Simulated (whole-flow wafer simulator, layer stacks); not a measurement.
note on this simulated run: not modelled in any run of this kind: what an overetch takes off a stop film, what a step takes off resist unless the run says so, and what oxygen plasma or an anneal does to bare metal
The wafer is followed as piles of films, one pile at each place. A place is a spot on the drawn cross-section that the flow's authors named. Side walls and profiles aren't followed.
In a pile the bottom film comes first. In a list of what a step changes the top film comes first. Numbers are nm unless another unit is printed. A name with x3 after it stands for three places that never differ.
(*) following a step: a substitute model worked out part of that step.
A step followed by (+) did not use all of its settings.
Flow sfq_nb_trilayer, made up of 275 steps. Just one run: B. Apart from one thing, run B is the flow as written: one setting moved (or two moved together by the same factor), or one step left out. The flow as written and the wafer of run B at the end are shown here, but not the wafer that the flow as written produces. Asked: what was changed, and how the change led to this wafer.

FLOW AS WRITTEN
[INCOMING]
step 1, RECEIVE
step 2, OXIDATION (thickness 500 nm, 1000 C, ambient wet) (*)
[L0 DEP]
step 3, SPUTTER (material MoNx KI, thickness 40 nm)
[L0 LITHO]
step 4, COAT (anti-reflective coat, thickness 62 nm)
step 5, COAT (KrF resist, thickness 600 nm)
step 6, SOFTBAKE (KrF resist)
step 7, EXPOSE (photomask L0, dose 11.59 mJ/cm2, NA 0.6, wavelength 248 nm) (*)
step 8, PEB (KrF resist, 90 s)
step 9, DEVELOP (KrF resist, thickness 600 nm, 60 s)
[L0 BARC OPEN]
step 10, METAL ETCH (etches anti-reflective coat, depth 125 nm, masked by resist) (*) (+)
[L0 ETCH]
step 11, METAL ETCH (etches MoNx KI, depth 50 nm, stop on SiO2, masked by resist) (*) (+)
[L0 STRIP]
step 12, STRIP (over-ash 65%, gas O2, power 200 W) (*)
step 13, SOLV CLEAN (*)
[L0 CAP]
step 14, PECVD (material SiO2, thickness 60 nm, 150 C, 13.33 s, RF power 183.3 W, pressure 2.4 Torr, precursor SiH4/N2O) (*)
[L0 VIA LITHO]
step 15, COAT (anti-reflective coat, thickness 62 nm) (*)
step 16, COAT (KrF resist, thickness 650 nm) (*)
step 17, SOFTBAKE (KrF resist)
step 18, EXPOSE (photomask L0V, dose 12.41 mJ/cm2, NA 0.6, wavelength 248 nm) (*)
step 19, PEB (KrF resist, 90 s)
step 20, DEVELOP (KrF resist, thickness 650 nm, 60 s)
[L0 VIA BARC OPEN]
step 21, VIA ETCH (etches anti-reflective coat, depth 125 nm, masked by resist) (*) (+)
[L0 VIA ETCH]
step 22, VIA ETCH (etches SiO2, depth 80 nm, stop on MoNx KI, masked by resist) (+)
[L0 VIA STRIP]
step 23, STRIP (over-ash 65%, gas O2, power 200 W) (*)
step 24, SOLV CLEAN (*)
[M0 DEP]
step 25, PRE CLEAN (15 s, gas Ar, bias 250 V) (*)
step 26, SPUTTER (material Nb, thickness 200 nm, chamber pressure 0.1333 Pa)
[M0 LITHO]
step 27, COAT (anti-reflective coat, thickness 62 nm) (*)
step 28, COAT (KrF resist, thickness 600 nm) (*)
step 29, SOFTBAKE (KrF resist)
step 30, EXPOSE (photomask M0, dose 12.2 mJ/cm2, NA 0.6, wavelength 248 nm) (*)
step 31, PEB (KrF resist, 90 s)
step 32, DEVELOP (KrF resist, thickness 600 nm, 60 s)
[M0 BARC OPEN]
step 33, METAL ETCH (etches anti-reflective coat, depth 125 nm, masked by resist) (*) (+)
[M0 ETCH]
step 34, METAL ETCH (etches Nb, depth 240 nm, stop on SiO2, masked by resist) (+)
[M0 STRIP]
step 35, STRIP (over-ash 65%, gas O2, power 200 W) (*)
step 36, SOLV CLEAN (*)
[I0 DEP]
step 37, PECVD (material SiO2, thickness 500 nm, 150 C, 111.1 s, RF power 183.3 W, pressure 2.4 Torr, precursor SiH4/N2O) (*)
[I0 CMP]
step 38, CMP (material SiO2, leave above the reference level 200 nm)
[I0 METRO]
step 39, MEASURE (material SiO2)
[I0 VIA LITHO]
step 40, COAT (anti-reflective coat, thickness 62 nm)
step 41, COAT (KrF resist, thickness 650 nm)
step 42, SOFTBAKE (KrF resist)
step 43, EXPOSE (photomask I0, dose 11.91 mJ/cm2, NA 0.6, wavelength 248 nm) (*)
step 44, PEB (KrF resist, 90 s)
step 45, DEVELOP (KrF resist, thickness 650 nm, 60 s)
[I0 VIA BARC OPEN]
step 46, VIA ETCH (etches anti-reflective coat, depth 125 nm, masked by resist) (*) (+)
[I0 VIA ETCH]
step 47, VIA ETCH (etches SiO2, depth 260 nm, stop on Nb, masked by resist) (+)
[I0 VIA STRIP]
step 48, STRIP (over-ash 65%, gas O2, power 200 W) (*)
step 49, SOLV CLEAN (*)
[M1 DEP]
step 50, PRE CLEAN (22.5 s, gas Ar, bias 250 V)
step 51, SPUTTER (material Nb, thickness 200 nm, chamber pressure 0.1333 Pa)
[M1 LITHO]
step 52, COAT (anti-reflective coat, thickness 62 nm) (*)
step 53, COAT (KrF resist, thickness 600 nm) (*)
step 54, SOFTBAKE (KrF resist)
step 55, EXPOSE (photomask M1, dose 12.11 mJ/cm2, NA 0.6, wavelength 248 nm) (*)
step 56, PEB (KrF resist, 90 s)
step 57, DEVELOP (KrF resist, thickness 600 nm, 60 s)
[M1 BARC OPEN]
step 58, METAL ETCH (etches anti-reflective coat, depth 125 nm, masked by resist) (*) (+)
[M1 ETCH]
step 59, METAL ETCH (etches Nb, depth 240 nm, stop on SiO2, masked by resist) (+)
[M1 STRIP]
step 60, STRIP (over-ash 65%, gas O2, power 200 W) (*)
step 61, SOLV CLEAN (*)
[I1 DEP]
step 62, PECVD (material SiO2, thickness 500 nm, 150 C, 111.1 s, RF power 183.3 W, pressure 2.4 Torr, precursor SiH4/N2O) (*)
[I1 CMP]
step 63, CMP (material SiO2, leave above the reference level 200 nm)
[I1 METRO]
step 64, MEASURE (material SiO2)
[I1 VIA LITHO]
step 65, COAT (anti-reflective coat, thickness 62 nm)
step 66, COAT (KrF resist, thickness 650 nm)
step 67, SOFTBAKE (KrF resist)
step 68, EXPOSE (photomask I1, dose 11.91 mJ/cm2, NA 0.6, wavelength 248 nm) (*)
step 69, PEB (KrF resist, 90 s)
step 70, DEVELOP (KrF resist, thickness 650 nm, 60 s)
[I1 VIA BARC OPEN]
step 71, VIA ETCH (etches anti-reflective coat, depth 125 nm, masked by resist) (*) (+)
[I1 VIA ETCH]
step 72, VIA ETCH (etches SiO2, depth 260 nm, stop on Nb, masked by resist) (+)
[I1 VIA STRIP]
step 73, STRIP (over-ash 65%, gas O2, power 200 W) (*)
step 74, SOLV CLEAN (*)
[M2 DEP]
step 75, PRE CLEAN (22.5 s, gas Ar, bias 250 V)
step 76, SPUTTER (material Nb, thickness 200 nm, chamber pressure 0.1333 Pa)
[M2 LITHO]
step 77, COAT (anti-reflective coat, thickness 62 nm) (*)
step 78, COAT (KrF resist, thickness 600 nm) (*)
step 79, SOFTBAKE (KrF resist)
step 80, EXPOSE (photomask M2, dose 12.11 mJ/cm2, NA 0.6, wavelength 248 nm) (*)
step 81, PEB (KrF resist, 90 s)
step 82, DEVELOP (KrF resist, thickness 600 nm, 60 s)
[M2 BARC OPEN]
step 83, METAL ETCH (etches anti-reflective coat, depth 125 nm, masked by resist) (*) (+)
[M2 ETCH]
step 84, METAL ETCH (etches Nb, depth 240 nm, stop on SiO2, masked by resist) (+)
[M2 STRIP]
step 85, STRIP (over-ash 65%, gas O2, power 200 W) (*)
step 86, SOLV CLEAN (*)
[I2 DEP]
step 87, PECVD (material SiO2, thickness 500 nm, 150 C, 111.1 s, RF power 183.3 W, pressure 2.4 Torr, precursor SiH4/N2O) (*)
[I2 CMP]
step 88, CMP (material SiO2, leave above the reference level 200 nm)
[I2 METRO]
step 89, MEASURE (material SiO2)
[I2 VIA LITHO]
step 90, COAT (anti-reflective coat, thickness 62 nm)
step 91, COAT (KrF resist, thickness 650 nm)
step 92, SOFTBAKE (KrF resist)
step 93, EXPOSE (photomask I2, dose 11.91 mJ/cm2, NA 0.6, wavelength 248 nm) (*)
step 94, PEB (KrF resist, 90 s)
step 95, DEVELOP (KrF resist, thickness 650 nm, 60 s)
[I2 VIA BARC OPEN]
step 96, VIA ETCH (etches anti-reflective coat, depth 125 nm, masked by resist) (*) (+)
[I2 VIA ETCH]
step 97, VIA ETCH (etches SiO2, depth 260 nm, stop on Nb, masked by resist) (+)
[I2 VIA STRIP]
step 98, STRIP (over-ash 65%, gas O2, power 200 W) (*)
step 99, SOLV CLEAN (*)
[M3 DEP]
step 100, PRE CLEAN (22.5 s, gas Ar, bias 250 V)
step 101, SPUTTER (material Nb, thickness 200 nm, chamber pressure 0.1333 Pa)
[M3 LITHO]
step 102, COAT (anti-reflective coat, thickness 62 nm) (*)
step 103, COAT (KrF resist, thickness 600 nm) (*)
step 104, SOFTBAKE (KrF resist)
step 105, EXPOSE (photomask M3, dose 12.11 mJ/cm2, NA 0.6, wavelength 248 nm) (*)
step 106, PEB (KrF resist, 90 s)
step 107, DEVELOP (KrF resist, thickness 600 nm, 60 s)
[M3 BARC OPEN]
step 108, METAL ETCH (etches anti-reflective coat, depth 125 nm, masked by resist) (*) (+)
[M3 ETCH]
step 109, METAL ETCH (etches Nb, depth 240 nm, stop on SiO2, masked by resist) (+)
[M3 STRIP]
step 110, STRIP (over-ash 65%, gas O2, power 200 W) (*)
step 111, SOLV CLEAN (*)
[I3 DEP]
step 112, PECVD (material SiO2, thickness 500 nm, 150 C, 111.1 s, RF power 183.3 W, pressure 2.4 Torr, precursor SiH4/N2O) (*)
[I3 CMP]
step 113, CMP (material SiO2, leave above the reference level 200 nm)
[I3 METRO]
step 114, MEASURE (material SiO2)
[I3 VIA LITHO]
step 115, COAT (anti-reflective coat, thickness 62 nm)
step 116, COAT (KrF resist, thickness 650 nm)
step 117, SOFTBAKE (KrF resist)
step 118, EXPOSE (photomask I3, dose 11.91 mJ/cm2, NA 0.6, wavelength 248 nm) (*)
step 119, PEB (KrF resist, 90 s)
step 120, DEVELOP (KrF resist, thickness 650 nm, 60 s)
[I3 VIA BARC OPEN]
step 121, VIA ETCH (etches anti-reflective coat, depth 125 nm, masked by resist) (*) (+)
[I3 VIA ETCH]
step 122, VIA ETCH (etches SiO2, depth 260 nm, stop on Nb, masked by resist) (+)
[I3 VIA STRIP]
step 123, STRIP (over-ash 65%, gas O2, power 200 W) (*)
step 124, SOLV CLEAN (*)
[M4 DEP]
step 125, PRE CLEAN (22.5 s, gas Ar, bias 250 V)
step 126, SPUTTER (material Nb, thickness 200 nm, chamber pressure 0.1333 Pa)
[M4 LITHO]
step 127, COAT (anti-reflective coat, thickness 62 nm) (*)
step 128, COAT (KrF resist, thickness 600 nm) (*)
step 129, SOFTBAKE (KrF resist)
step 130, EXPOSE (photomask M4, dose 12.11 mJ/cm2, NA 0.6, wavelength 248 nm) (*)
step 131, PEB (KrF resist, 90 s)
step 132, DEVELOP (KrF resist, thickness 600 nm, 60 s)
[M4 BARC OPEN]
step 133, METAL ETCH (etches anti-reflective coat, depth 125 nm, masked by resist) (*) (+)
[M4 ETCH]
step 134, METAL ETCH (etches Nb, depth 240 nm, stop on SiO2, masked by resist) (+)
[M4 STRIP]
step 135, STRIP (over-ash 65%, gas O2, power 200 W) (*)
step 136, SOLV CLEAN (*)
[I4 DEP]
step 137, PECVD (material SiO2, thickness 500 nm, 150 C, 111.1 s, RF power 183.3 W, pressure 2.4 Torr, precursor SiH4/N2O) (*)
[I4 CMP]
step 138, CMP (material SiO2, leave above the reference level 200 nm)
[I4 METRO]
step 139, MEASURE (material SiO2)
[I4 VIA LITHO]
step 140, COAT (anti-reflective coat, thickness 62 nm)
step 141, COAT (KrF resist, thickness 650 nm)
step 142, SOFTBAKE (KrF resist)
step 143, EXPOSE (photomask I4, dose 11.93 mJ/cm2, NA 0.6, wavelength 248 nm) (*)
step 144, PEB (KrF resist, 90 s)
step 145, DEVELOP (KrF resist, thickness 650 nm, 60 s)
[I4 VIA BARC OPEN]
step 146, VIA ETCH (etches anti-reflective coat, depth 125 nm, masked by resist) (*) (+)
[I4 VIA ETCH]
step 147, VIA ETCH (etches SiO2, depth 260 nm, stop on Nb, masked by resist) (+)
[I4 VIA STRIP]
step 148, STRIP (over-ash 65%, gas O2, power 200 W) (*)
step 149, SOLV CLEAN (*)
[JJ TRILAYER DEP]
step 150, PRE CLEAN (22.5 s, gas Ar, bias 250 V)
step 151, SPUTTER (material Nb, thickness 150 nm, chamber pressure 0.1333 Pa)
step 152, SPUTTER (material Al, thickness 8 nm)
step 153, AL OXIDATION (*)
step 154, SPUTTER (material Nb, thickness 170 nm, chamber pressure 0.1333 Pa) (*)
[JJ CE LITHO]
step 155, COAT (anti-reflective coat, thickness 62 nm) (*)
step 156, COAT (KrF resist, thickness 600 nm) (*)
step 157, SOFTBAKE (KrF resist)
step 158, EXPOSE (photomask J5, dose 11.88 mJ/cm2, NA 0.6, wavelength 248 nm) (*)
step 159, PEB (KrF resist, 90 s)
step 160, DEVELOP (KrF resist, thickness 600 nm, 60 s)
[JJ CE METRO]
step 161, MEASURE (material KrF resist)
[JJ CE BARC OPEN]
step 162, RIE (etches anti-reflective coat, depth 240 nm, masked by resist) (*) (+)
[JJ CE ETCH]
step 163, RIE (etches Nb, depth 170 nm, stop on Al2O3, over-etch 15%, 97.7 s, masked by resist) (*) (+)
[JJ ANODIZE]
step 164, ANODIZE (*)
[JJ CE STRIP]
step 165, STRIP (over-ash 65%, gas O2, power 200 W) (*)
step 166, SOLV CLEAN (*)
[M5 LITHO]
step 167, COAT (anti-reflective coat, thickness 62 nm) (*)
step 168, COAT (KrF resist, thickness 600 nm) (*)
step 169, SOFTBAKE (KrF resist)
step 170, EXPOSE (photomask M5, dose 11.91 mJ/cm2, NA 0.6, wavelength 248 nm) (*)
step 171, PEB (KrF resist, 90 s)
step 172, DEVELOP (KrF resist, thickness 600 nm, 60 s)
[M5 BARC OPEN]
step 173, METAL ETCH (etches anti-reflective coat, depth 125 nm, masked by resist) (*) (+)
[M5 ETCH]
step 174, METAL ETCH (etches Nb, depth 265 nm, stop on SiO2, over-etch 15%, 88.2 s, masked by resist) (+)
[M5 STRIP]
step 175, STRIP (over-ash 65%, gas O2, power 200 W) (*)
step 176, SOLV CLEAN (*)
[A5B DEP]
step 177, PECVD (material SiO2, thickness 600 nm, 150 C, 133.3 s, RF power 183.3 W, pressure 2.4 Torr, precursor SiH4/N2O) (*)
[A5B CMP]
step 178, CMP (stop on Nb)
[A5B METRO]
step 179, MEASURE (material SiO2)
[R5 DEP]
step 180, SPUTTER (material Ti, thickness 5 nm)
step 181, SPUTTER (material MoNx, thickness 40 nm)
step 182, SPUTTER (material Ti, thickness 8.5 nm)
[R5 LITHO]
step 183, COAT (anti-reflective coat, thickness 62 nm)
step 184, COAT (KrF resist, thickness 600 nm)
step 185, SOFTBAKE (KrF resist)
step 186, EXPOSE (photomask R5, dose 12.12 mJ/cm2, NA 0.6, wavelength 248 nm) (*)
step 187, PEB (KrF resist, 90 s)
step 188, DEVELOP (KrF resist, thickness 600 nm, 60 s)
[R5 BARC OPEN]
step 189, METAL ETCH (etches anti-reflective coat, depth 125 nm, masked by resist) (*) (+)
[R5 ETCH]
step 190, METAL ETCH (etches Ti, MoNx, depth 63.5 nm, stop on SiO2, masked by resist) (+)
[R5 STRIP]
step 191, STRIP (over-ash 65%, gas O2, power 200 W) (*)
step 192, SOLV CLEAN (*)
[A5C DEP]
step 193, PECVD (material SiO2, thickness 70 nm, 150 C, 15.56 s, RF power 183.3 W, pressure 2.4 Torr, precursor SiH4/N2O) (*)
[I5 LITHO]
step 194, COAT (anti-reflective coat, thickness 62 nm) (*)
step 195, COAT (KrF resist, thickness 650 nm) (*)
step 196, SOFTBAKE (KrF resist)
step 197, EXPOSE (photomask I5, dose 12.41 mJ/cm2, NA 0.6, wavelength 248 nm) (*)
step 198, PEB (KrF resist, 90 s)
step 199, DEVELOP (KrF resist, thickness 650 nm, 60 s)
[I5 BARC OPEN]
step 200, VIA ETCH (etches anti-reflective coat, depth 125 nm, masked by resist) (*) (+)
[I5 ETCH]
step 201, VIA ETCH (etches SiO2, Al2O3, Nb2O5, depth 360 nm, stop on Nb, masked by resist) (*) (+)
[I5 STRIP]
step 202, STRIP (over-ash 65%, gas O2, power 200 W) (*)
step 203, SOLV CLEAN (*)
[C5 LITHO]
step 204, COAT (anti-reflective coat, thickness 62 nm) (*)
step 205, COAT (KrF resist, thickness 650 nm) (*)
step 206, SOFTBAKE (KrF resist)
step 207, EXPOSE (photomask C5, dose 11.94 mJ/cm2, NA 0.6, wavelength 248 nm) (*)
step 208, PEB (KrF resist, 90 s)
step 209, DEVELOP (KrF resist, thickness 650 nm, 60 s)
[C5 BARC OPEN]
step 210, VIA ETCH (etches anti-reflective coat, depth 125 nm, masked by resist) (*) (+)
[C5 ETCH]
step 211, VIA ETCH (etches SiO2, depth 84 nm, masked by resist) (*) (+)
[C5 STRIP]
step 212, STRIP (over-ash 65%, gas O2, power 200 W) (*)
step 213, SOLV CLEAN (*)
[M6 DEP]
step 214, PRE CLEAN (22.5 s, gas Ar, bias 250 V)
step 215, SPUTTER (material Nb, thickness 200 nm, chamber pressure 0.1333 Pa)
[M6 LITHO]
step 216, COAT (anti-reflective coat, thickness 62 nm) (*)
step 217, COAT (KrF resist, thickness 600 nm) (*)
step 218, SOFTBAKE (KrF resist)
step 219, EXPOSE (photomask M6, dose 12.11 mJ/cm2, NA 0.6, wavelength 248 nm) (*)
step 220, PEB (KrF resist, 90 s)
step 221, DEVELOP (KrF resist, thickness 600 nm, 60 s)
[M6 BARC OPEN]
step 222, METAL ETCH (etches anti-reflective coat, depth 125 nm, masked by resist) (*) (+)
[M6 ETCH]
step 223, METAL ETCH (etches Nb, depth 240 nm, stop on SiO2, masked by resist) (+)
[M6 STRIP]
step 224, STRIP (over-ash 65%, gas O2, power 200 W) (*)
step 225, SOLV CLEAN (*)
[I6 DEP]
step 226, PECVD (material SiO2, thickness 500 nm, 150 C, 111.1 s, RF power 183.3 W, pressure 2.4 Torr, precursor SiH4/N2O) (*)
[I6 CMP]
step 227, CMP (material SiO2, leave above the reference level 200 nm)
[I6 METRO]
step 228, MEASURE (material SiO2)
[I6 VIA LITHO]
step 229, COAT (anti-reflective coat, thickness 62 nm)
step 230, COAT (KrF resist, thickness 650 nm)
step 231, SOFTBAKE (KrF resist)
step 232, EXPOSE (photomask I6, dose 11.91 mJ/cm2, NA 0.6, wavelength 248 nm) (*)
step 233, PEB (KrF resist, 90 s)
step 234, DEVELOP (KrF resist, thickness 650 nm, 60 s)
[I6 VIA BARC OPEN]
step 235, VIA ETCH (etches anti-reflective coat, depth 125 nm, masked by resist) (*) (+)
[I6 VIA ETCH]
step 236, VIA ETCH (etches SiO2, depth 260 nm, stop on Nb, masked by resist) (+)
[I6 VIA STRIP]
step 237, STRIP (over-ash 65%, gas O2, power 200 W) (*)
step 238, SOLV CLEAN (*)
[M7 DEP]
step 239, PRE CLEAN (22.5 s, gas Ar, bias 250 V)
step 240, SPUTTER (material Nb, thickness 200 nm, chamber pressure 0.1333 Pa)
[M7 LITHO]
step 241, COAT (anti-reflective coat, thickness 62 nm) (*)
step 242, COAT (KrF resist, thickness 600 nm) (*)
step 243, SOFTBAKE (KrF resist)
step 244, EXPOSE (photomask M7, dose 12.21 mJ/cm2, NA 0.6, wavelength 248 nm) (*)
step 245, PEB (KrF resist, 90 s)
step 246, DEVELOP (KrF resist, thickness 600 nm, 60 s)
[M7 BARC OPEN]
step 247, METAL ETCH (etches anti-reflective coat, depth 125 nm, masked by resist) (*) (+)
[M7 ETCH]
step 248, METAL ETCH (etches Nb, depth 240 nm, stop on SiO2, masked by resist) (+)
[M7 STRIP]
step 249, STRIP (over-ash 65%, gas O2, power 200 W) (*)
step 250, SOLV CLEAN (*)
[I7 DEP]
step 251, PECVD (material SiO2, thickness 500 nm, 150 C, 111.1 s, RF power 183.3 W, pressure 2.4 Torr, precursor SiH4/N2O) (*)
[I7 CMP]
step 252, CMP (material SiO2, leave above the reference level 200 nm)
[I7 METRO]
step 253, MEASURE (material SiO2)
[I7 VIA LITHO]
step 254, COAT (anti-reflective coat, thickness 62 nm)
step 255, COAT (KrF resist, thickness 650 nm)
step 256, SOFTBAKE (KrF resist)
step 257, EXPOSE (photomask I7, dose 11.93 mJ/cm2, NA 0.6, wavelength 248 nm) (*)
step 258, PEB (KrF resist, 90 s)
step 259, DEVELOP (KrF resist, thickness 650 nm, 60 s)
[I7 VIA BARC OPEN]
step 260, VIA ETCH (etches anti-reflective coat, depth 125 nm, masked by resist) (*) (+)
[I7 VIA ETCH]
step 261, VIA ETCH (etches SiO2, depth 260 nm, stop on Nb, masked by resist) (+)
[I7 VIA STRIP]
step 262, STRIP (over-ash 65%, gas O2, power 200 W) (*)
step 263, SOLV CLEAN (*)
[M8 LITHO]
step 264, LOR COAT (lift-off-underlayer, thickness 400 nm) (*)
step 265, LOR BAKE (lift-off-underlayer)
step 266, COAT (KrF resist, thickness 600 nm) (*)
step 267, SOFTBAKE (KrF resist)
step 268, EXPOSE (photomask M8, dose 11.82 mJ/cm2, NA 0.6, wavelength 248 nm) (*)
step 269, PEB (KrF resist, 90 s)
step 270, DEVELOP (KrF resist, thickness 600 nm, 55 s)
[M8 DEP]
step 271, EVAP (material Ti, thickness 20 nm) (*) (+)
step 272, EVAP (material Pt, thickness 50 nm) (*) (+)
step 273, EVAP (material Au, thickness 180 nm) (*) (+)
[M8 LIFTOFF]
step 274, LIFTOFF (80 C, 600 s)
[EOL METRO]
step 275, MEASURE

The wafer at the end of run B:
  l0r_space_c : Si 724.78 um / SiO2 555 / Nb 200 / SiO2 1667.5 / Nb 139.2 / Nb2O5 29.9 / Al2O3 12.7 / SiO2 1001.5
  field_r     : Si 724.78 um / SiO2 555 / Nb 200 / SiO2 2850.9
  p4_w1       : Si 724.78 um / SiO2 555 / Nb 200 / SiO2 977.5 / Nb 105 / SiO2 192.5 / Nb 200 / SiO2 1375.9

The reason: step 101, SPUTTER: thickness 105 nm was run, though the flow has thickness 200 nm.
The wafer itself shows it: p4_w1 has Nb 105, and step 101 as written asks for 200 nm.

The path from the change to this, step by step:
  step 101, SPUTTER (material Nb, thickness 200 nm, chamber pressure 0.1333 Pa)
      field_l, v_sur, via_wl and 102 more: Nb gains 105 (new film) (in the flow as written it would be: Nb gains 200 (new film))
      via_w: Nb gains 86.6 (in the flow as written it would be: Nb gains 165.5)
  step 102, COAT (anti-reflective coat, thickness 62 nm) (*)
      via_wl, via_wr: anti-reflective coat gains 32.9 (new film) (in the flow as written it would be: anti-reflective coat gains 34.2 (new film))
      via_w: anti-reflective coat gains 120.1 (new film) (in the flow as written it would be: anti-reflective coat gains 124.8 (new film))
  step 109, METAL ETCH (etches Nb, depth 240 nm, stop on SiO2, masked by resist) (+)
      field_l, be, be_sur and 72 more: Nb loses 105 (all of it) (in the flow as written it would be: Nb loses 200 (all of it))
      v_sur, via_wl, via_w and 28 more: KrF resist loses 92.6 (in the flow as written it would be: KrF resist loses 141.2)
  step 110, STRIP (over-ash 65%, gas O2, power 200 W) (*)
      p4_w1, p4_w2, p4_w3 and 21 more: KrF resist loses 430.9 (all of it), anti-reflective coat loses 62 (all of it) (in the flow as written it would be: KrF resist loses 382.4 (all of it), anti-reflective coat loses 62 (all of it))
      via_wl, via_wr: KrF resist loses 435.2 (all of it), anti-reflective coat loses 32.9 (all of it) (in the flow as written it would be: KrF resist loses 384.2 (all of it), anti-reflective coat loses 34.2 (all of it))
      (as well as at 5 more places)
  step 112, PECVD (material SiO2, thickness 500 nm, 150 C, 111.1 s, RF power 183.3 W, pressure 2.4 Torr, precursor SiH4/N2O) (*)
      p4_g1, p4_g2, p3_s0, p3_s1, p3_s2, p3_s3, p3_s4, p3_s5: SiO2 gains 500 (in the flow as written it would be: SiO2 gains 557.1)
      via_w: SiO2 gains 588.6 (new film) (in the flow as written it would be: SiO2 gains 615 (new film))
  step 113, CMP (material SiO2, leave above the reference level 200 nm)
      field_l, be, be_sur and 64 more: SiO2 loses 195 (in the flow as written it would be: SiO2 loses 100)
      p4_g1, p4_g2, p3_s0, p3_s1, p3_s2, p3_s3, p3_s4, p3_s5: SiO2 loses 195 (in the flow as written it would be: SiO2 loses 157.1)
      (as well as at 1 more place)
